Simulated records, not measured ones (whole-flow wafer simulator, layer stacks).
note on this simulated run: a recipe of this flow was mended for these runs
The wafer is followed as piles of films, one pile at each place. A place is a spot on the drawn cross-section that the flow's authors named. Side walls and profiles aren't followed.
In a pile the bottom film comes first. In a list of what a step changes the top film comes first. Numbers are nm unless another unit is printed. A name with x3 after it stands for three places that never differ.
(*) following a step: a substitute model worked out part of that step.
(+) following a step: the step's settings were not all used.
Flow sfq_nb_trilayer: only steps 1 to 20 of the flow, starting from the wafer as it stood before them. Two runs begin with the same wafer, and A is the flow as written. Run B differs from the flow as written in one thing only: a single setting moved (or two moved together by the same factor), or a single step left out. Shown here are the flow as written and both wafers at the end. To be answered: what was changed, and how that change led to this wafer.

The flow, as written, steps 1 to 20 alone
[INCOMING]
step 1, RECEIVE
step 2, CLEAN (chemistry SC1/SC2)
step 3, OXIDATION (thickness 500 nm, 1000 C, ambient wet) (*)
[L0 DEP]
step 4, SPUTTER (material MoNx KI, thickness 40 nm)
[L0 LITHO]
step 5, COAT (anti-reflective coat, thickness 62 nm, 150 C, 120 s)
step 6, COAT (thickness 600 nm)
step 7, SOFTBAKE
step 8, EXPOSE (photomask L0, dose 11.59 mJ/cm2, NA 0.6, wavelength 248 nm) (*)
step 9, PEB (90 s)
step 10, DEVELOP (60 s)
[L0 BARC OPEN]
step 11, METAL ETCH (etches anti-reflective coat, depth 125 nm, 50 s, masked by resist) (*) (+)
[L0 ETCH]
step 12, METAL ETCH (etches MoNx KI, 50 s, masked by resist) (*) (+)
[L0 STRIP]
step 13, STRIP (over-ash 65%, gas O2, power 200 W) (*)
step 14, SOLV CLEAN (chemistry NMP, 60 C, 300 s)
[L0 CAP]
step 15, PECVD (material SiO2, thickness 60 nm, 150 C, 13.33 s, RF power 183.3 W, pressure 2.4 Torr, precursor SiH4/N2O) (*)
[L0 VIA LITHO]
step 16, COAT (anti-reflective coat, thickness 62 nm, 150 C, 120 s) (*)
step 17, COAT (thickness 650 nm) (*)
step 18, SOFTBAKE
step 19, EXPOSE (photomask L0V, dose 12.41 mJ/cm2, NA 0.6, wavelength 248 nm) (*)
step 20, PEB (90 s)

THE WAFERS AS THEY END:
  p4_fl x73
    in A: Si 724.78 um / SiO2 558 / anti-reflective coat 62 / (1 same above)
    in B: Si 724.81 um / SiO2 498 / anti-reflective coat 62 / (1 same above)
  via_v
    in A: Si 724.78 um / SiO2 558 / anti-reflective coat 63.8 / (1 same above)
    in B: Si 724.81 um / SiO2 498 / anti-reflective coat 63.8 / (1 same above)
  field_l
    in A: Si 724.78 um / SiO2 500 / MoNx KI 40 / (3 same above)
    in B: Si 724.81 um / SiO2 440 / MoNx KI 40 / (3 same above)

The reason: step 3, OXIDATION: thickness 440 nm was run, though the flow has thickness 500 nm.
The wafer itself shows it: field_l has SiO2 440, and step 3 as written asks for 500 nm.

How this came from the change, step by step:
  step 3, OXIDATION (thickness 500 nm, 1000 C, ambient wet) (*)
      field_l, v_sur, via_wl and 103 more: A SiO2 gains 500 (new film), chemical SiO2 loses 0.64 (all of it), Si loses 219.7 | B SiO2 gains 440 (new film), chemical SiO2 loses 0.64 (all of it), Si loses 193.3
